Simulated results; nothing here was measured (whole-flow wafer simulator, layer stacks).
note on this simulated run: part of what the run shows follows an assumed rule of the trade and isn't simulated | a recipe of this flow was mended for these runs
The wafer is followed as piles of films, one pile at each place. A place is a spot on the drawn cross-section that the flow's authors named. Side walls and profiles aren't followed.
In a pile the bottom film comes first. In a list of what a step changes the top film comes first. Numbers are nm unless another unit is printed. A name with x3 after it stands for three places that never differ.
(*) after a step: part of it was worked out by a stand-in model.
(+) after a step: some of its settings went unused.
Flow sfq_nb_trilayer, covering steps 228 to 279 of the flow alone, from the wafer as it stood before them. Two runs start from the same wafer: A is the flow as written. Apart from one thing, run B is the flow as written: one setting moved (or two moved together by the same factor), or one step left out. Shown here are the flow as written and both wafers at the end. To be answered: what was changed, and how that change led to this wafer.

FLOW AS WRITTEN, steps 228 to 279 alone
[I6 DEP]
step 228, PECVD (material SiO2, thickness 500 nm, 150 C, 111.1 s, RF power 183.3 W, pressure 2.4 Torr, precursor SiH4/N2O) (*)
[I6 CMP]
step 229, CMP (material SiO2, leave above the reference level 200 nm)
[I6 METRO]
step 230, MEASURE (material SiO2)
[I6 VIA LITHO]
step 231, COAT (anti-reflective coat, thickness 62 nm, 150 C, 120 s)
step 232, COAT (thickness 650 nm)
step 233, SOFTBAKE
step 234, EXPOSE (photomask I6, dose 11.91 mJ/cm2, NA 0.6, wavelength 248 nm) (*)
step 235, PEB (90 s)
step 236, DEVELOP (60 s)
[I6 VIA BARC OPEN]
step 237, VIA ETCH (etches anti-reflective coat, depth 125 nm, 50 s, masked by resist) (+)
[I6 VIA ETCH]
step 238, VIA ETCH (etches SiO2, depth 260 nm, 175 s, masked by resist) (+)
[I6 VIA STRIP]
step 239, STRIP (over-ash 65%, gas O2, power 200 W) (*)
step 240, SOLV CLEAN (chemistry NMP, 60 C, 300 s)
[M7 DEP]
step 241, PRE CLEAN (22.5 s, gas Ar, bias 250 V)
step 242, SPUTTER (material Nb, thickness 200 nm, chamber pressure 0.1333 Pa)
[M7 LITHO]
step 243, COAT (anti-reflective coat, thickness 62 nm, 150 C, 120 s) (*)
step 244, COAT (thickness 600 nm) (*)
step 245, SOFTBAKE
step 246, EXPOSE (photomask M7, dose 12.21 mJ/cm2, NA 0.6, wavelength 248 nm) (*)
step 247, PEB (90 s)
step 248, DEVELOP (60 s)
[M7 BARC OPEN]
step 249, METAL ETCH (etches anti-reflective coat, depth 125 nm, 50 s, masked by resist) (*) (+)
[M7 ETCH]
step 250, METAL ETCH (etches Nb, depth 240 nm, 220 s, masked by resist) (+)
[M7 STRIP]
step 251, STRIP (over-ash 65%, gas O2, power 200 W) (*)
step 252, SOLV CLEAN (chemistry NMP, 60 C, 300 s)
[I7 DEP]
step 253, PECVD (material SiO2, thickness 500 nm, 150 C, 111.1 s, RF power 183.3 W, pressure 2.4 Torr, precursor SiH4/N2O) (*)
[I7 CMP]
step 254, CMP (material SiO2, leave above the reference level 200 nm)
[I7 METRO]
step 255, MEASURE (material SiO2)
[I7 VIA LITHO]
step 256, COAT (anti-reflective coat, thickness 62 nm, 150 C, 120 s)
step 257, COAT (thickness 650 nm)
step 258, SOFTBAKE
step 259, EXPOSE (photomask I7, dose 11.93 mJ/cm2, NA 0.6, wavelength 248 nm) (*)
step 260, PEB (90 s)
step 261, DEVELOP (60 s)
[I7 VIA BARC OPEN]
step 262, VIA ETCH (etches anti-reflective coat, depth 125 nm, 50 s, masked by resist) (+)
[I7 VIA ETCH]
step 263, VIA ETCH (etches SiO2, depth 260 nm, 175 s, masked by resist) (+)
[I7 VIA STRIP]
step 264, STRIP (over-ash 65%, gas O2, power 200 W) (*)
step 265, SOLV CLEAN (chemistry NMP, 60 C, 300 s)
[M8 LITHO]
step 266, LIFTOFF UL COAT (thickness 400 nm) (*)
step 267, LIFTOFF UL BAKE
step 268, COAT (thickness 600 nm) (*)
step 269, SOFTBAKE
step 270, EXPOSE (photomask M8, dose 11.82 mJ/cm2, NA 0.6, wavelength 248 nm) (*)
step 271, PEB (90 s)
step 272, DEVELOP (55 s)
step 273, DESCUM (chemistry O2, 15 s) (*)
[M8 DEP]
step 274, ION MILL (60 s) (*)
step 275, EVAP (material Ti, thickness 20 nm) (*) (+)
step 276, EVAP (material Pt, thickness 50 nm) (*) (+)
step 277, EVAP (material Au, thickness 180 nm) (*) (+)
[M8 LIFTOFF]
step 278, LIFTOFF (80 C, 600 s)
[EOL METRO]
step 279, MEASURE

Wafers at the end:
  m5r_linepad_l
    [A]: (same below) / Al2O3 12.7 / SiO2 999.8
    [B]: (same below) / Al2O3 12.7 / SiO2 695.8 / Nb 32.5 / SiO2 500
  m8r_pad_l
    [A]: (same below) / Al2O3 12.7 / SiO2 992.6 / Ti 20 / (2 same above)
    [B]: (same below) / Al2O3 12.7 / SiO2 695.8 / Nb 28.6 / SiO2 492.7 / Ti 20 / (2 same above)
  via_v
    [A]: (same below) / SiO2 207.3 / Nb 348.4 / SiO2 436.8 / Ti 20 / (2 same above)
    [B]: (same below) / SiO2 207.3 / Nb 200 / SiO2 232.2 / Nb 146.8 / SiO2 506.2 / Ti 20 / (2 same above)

What caused this: step 229, CMP: material SiO2, leave above the reference level 200 nm, was omitted.

How this came from the change, step by step:
  step 231, COAT (anti-reflective coat, thickness 62 nm, 150 C, 120 s)
      m0r_line_l, m0r_line_r, m7r_line_l, m7r_line_r: A anti-reflective coat gains 62 (new film) | B anti-reflective coat gains 30.4 (new film)
      m0r_space_l, m0r_space_r, m7r_space_l, m7r_space_r: A anti-reflective coat gains 62 (new film) | B anti-reflective coat gains 107.5 (new film)
      (also at 95 further places)
  step 232, COAT (thickness 650 nm)
      m0r_line_l, m0r_line_r, m7r_line_l, m7r_line_r: A KrF-resist-other-grade gains 650 (new film) | B KrF-resist-other-grade gains 726.1 (new film)
      m5r_line_l, m5r_line_r: A KrF-resist-other-grade gains 650 (new film) | B KrF-resist-other-grade gains 705.1 (new film)
      (also at 68 further places)
  step 236, DEVELOP (60 s)
      via_v: A KrF-resist-other-grade loses 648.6 (all of it) | B KrF-resist-other-grade loses 607 (all of it)
  step 237, VIA ETCH (etches anti-reflective coat, depth 125 nm, 50 s, masked by resist) (+)
      via_v: A anti-reflective coat loses 62 (all of it), SiO2 loses 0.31 | B anti-reflective coat loses 57.5 (all of it), SiO2 loses 0.34
  step 238, VIA ETCH (etches SiO2, depth 260 nm, 175 s, masked by resist) (+)
      via_v: A SiO2 loses 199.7 (all of it), Nb loses 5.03 | B SiO2 loses 260
  step 239, STRIP (over-ash 65%, gas O2, power 200 W) (*)
      m0r_line_l, m0r_line_r, m7r_line_l, m7r_line_r: A KrF-resist-other-grade loses 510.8 (all of it), anti-reflective coat loses 62 (all of it) | B KrF-resist-other-grade loses 586.8 (all of it), anti-reflective coat loses 30.4 (all of it)
      m0r_space_l, m0r_space_r, m7r_space_l, m7r_space_r: A KrF-resist-other-grade loses 510.8 (all of it), anti-reflective coat loses 62 (all of it) | B KrF-resist-other-grade loses 522.7 (all of it), anti-reflective coat loses 107.5 (all of it)
      (also at 94 further places)
  step 241, PRE CLEAN (22.5 s, gas Ar, bias 250 V)
      via_v: A Nb loses 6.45 | B SiO2 loses 7.5
  step 242, SPUTTER (material Nb, thickness 200 nm, chamber pressure 0.1333 Pa)
      via_v: A Nb gains 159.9 | B Nb gains 146.8 (new film)
      lsp_r, l0_sur, l0v: A Nb gains 200 (new film) | B Nb gains 189.4 (new film)
      (also at 6 further places)
  step 243, COAT (anti-reflective coat, thickness 62 nm, 150 C, 120 s) (*)
      m0r_line_l, m0r_line_r, m7r_line_l, m7r_line_r: A anti-reflective coat gains 62 (new film) | B anti-reflective coat gains 31.1 (new film)
      m0r_space_l, m0r_space_r, m7r_space_l, m7r_space_r: A anti-reflective coat gains 62 (new film) | B anti-reflective coat gains 108.3 (new film)
      (also at 94 further places)
  step 244, COAT (thickness 600 nm) (*)
      m0r_line_l, m0r_line_r, m7r_line_l, m7r_line_r: A KrF-resist-other-grade gains 600 (new film) | B KrF-resist-other-grade gains 674.7 (new film)
      m5r_line_l, m5r_line_r: A KrF-resist-other-grade gains 600 (new film) | B KrF-resist-other-grade gains 654.4 (new film)
      (also at 70 further places)
  step 248, DEVELOP (60 s)
      m0r_line_l, m0r_line_r: A KrF-resist-other-grade loses 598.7 (all of it) | B KrF-resist-other-grade loses 673.3 (all of it)
      m5r_line_l, m5r_line_r: A KrF-resist-other-grade loses 598.7 (all of it) | B KrF-resist-other-grade loses 653 (all of it)
      (also at 37 further places)
  step 249, METAL ETCH (etches anti-reflective coat, depth 125 nm, 50 s, masked by resist) (*) (+)
      wl_c_sl, wl_c_sr, m5r_linepad_l, m5r_linepad_r, r5r_spacepad_l, r5r_spacepad_r, m8r_pad_l, m8r_pad_r: A anti-reflective coat loses 62 (all of it) | B anti-reflective coat loses 125
      field_l: A anti-reflective coat loses 61.6 (all of it) | B anti-reflective coat loses 125
      (also at 52 further places)
  step 250, METAL ETCH (etches Nb, depth 240 nm, 220 s, masked by resist) (+)
      m5r_linepad_l, m5r_linepad_r: A Nb loses 200 (all of it), SiO2 loses 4 | B anti-reflective coat loses 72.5 (all of it), Nb loses 167.5
      r5r_spacepad_l, r5r_spacepad_r: A Nb loses 200 (all of it), SiO2 loses 4 | B anti-reflective coat loses 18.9 (all of it), Nb loses 200 (all of it), SiO2 loses 2.11
      (also at 7 further places)
  step 251, STRIP (over-ash 65%, gas O2, power 200 W) (*)
      m7r_line_l, m7r_line_r: A KrF-resist-other-grade loses 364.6 (all of it), anti-reflective coat loses 62 (all of it) | B KrF-resist-other-grade loses 439.1 (all of it), anti-reflective coat loses 31.1 (all of it)
      v_sur: A KrF-resist-other-grade loses 360.6 (all of it), anti-reflective coat loses 64.6 (all of it) | B KrF-resist-other-grade loses 319.6 (all of it), anti-reflective coat loses 31.9 (all of it)
      (also at 38 further places)
  step 253, PECVD (material SiO2, thickness 500 nm, 150 C, 111.1 s, RF power 183.3 W, pressure 2.4 Torr, precursor SiH4/N2O) (*)
      m5r_linepad_l, m5r_linepad_r, m8r_pad_l, m8r_pad_r: A SiO2 gains 500 | B SiO2 gains 500 (new film)
      via_v: A SiO2 gains 627.2 (new film) | B SiO2 gains 670.6 (new film)
      (also at 3 further places)
  step 254, CMP (material SiO2, leave above the reference level 200 nm)
      field_l, p4_fl, p4_fm and 53 more: A SiO2 loses 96 | B nothing
      field_r, lsp_l: A SiO2 loses 73.2 | B nothing
      (also at 28 further places)
  ... 8 other steps ...
  step 278, LIFTOFF (80 C, 600 s)
      c5j, ce_r: A Au loses 180 (all of it), Pt loses 50 (all of it), Ti loses 20 (all of it), KrF-resist-other-grade loses 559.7 (all of it), lift-off-underlayer loses 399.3 (all of it) | B Au loses 180 (all of it), Pt loses 50 (all of it), Ti loses 20 (all of it), KrF-resist-other-grade loses 548.6 (all of it), lift-off-underlayer loses 382.5 (all of it)
      m5r_line_l, m5r_line_r: A Au loses 180 (all of it), Pt loses 50 (all of it), Ti loses 20 (all of it), KrF-resist-other-grade loses 562.7 (all of it), lift-off-underlayer loses 400 (all of it) | B Au loses 180 (all of it), Pt loses 50 (all of it), Ti loses 20 (all of it), KrF-resist-other-grade loses 571.2 (all of it), lift-off-underlayer loses 411.5 (all of it)
      (also at 60 further places)
With metal films that touch counted as one body, m5r_linepad_l has 3 bodies (between them, from the top down: SiO2 695.8 / Al2O3 12.7 / Nb2O5 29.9; SiO2 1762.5); the flow as written gives 2 bodies (between them, from the top down: SiO2 1762.5).
With metal films that touch counted as one body, m8r_pad_l has 4 bodies (between them, from the top down: SiO2 492.7; SiO2 695.8 / Al2O3 12.7 / Nb2O5 29.9; SiO2 1762.5); the flow as written gives 3 bodies (between them, from the top down: SiO2 992.6 / Al2O3 12.7 / Nb2O5 29.9; SiO2 1762.5).
With metal films that touch counted as one body, via_v has 7 bodies (between them, from the top down: SiO2 506.2; SiO2 232.2; SiO2 207.3 / Al2O3 12.7 / Nb2O5 29.9; SiO2 432; SiO2 423.7; SiO2 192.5); the flow as written gives 6 bodies (between them, from the top down: SiO2 436.8; SiO2 207.3 / Al2O3 12.7 / Nb2O5 29.9; SiO2 432; SiO2 423.7; SiO2 192.5).
